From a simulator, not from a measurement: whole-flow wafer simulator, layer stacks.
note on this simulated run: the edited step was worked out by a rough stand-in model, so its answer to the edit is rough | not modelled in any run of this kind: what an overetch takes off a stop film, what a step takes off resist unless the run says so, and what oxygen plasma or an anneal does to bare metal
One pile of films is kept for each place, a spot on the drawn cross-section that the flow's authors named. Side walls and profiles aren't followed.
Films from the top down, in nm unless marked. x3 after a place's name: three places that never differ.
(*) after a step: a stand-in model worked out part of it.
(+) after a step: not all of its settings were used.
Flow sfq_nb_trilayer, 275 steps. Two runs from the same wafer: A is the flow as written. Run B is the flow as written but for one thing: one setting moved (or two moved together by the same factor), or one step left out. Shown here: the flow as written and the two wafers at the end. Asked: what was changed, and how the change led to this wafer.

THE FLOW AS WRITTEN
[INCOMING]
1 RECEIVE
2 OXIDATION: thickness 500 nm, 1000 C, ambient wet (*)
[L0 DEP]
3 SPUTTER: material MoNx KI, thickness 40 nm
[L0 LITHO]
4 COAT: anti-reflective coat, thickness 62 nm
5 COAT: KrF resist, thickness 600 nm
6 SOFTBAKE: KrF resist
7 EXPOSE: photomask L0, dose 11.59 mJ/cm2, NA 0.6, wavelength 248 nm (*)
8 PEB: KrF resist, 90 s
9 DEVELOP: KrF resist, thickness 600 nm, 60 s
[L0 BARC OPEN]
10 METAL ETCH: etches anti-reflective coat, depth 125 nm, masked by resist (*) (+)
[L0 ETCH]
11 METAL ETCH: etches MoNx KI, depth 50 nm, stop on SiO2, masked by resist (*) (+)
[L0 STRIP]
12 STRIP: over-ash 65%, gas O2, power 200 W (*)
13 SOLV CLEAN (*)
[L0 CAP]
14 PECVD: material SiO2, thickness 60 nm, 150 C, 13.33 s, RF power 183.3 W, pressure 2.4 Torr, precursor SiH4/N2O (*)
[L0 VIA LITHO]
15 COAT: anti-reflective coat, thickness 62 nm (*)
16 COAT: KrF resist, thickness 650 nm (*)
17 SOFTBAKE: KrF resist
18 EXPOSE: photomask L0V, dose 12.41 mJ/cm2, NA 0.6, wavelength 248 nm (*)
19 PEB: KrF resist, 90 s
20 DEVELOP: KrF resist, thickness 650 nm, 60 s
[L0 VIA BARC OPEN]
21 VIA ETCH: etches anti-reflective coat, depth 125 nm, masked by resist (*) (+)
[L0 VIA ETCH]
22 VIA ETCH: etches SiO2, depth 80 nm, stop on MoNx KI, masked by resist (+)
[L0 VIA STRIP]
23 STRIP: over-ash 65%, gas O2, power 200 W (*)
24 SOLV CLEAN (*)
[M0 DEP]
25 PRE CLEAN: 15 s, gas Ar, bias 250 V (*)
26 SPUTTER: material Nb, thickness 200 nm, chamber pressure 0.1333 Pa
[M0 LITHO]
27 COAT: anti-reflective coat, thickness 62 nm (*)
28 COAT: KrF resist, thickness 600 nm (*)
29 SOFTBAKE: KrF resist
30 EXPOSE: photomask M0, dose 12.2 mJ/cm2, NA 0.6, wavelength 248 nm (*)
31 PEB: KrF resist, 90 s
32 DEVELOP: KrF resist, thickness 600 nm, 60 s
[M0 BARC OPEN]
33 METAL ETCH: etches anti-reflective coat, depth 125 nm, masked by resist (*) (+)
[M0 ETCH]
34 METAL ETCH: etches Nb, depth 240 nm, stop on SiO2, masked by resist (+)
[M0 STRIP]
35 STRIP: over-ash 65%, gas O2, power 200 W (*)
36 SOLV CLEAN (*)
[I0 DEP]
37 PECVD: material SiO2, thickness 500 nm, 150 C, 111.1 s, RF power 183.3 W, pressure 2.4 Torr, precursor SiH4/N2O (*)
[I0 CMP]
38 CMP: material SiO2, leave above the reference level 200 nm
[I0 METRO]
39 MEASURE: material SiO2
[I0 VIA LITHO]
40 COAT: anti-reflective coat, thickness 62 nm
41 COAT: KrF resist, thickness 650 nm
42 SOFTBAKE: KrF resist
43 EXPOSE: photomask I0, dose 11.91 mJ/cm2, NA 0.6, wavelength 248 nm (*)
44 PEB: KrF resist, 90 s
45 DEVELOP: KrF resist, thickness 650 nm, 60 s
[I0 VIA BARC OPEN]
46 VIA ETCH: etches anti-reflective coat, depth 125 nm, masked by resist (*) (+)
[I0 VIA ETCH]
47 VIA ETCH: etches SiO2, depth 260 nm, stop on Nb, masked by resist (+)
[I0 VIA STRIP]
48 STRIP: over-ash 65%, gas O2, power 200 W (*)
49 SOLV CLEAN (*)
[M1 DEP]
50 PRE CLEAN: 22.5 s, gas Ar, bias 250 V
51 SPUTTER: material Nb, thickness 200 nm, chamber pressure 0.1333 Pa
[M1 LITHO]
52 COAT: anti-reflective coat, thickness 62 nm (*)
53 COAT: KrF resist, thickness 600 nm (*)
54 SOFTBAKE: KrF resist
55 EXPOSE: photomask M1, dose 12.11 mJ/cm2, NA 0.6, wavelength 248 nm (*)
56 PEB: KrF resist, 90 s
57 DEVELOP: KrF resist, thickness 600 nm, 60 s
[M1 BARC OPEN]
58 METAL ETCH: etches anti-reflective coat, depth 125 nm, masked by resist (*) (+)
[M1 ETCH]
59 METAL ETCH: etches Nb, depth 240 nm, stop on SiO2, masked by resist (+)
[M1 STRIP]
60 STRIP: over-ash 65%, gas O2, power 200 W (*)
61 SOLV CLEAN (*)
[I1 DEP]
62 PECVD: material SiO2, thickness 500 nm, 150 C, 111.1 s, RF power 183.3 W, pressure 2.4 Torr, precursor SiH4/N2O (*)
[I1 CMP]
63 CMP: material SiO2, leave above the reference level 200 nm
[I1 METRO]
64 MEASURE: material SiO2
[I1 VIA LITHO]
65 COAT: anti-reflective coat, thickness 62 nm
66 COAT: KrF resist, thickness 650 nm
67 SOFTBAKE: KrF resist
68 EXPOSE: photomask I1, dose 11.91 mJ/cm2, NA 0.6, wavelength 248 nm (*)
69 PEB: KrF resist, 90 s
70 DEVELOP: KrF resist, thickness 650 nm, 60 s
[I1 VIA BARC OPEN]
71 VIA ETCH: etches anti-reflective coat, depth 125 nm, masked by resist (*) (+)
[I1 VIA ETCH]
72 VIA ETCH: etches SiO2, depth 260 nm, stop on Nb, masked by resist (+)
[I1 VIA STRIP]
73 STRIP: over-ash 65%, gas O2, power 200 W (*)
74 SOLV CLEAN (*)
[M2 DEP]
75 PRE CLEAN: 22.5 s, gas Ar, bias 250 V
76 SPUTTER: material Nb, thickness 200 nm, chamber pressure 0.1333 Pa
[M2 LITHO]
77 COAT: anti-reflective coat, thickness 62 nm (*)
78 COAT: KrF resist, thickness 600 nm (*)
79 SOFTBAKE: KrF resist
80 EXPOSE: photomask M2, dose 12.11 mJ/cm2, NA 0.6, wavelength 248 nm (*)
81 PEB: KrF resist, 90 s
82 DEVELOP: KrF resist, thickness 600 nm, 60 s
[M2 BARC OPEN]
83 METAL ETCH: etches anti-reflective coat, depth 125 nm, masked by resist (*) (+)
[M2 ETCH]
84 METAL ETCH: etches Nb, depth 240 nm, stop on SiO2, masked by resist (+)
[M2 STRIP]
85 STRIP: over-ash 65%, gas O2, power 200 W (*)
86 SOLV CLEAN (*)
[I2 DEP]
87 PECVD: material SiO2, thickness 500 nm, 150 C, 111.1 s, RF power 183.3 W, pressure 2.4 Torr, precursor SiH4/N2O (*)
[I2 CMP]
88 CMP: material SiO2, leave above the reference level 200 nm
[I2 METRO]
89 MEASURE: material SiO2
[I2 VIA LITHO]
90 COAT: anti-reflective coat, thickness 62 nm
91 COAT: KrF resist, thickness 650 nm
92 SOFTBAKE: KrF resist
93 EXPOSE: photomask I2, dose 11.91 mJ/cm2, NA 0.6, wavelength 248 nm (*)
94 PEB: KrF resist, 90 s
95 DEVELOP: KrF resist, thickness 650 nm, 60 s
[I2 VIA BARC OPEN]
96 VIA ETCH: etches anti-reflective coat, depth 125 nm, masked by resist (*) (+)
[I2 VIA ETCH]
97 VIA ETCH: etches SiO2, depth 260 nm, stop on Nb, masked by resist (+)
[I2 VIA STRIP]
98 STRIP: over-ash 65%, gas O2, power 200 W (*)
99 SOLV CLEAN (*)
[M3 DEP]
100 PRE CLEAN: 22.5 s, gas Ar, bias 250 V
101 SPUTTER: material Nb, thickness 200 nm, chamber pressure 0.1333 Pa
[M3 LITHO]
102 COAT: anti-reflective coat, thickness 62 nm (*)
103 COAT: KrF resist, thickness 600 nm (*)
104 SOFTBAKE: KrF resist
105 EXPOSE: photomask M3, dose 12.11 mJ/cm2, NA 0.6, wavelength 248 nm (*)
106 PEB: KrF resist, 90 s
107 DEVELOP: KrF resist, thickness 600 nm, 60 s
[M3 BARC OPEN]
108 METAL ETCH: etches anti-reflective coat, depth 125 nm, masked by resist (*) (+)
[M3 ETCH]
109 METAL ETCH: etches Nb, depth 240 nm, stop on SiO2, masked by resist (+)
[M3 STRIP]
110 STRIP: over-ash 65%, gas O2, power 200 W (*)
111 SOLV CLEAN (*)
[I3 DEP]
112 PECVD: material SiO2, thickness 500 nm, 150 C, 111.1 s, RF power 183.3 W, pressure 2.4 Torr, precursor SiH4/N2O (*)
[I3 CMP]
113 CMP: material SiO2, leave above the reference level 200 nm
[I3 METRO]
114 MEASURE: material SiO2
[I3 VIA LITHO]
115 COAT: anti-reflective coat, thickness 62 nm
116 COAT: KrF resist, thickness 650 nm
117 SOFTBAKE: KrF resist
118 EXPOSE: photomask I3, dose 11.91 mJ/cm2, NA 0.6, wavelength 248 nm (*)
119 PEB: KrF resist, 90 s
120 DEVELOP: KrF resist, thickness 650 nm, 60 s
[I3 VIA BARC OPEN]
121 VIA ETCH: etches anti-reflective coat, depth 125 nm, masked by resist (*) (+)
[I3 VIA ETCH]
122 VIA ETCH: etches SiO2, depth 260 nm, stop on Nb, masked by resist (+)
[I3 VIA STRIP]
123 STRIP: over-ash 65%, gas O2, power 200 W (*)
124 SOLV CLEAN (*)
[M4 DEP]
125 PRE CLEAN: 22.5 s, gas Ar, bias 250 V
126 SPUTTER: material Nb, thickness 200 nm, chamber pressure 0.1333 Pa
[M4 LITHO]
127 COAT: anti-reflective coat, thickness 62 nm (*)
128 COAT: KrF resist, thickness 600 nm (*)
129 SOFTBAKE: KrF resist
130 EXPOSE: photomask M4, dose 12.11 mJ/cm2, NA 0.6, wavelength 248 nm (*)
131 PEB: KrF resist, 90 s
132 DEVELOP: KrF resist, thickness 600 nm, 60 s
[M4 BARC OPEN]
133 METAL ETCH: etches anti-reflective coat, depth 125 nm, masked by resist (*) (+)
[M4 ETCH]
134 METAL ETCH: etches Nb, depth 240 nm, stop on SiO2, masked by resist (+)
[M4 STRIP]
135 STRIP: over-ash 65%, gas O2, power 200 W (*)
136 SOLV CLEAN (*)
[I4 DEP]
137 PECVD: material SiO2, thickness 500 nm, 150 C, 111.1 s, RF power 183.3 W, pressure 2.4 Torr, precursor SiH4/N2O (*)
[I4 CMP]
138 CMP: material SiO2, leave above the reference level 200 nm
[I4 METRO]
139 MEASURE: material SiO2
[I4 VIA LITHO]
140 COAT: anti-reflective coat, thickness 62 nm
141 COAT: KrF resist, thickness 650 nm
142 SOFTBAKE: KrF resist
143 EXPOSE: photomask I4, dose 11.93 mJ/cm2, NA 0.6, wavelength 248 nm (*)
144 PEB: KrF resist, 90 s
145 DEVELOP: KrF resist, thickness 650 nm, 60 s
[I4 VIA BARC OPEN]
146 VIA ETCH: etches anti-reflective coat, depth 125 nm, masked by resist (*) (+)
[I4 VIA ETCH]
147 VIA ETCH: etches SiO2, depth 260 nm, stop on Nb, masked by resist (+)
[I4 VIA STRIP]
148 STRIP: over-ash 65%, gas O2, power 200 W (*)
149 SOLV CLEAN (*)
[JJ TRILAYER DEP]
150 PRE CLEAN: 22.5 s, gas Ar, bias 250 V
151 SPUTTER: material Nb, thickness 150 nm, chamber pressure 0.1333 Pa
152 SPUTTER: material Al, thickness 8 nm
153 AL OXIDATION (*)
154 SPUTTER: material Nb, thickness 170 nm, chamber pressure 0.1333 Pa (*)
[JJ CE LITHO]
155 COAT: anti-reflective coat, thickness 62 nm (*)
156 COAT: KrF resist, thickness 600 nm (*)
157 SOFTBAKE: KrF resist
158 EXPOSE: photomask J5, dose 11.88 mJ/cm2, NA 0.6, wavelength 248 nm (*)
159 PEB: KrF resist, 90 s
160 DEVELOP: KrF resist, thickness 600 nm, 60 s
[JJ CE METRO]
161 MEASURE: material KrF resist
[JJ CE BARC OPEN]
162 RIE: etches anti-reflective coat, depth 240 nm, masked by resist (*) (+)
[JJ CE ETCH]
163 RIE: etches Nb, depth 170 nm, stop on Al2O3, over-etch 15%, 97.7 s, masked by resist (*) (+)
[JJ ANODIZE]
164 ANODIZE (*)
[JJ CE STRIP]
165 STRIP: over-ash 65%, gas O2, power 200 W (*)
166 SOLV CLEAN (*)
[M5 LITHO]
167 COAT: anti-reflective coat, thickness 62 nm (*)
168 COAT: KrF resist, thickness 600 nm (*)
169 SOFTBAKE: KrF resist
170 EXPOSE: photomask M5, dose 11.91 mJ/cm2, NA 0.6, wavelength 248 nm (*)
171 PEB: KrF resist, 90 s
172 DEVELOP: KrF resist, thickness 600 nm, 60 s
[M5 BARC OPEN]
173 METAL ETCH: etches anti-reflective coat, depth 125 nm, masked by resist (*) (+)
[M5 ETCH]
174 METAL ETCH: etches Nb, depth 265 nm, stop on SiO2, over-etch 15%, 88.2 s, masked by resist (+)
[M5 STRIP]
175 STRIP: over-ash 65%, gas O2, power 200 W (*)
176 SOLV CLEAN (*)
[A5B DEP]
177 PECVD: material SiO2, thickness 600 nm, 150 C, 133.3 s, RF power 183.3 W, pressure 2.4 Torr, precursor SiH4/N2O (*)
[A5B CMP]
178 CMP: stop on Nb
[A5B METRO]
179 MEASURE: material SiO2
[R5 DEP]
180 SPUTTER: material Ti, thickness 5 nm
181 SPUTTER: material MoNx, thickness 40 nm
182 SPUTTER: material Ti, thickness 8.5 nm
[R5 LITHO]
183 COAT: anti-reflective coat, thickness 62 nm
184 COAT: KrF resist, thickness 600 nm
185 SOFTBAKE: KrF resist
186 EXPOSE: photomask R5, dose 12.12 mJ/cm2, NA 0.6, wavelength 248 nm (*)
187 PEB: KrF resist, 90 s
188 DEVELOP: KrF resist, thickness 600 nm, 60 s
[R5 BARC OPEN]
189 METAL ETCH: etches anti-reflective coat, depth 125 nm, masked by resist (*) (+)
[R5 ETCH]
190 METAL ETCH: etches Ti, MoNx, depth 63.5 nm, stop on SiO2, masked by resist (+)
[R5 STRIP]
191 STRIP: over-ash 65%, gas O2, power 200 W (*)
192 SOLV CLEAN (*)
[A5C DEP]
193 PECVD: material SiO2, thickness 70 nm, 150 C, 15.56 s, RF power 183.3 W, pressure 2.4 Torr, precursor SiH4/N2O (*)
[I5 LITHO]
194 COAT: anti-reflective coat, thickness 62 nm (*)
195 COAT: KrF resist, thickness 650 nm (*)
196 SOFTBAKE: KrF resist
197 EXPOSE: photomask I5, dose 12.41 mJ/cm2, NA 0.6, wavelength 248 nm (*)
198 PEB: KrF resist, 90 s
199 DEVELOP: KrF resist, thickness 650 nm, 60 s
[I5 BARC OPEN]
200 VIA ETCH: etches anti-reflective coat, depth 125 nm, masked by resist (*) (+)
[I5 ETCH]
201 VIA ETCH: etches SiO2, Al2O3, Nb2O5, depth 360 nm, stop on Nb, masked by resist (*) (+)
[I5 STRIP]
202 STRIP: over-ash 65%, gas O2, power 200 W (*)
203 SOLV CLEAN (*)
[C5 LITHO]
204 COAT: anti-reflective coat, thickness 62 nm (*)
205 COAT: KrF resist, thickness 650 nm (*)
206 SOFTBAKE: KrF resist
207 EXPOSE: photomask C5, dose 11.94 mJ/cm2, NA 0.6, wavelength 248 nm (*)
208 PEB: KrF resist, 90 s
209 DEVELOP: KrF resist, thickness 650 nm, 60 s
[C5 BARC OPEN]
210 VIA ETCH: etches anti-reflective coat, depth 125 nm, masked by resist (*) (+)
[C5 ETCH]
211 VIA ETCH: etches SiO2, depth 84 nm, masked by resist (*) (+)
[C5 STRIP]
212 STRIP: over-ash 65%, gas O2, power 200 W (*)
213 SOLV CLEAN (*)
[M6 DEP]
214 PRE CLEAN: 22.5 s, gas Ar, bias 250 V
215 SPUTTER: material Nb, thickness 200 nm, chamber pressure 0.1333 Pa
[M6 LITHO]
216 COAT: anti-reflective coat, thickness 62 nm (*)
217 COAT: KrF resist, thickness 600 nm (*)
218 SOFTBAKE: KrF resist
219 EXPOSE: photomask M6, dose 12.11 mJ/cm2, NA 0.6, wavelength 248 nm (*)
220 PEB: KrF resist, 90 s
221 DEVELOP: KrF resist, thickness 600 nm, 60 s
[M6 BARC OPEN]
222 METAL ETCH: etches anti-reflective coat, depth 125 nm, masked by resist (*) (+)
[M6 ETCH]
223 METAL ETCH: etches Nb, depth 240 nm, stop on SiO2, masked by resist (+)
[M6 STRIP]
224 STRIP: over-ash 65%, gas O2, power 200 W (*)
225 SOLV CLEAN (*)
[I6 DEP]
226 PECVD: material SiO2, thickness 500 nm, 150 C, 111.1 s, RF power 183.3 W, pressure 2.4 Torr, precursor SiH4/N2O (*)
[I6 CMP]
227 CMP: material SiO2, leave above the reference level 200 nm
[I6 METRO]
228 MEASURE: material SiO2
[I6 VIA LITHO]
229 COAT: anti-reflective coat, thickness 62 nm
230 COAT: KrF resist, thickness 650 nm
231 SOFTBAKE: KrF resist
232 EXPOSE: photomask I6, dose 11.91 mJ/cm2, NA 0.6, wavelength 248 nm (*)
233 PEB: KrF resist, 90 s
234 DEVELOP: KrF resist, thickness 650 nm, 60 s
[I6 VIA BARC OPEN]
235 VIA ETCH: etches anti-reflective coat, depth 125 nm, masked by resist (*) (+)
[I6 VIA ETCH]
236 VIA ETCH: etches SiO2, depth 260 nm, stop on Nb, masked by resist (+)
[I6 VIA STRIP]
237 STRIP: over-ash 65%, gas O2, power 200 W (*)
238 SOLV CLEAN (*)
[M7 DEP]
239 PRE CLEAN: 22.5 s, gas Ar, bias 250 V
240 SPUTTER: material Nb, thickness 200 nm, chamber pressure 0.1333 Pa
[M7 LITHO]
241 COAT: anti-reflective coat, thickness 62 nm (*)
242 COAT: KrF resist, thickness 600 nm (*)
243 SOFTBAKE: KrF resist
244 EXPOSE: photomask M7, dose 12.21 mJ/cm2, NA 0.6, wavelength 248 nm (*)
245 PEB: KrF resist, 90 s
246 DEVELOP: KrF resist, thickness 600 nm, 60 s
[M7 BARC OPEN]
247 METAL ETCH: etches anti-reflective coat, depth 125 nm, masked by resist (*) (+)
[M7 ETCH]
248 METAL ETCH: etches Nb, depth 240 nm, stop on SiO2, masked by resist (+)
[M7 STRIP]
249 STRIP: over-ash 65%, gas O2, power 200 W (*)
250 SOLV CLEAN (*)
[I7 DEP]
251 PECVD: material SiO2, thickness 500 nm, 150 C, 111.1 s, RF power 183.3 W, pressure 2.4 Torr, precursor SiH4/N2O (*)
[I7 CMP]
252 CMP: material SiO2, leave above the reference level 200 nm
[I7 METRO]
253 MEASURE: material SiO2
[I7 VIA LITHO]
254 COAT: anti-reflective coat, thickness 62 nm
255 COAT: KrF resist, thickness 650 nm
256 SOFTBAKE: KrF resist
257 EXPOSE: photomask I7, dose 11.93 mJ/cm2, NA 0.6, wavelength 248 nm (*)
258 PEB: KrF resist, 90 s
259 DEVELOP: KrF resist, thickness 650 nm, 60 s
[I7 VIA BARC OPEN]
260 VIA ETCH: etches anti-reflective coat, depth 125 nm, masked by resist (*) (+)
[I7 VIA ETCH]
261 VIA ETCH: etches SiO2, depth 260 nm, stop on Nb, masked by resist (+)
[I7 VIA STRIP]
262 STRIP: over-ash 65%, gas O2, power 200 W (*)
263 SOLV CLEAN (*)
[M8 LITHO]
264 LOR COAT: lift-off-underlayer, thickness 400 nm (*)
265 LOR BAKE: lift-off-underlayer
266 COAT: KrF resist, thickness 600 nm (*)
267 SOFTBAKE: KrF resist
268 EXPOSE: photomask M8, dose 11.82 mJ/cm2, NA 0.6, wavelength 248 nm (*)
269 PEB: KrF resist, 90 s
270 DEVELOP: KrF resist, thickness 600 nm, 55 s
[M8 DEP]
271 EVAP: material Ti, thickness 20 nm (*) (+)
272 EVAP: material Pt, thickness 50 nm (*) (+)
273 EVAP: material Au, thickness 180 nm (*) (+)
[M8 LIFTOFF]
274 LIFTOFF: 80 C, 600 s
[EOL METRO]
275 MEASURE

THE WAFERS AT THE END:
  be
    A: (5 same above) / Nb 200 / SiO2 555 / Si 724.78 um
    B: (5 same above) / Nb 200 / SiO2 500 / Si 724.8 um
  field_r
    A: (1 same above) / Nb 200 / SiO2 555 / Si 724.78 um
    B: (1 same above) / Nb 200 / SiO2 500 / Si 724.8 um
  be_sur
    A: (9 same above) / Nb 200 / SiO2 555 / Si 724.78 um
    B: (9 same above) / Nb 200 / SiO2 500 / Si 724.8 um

The cause: step 2, OXIDATION: thickness 445 nm was run, where the flow has thickness 500 nm.

How the change led to this, step by step:
  2 OXIDATION: thickness 500 nm, 1000 C, ambient wet (*)
      field_l, v_sur, via_wl and 103 more: A SiO2 +500 (new film), chemical SiO2 -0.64 (all of it), Si -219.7 | B SiO2 +445 (new film), chemical SiO2 -0.64 (all of it), Si -195.5
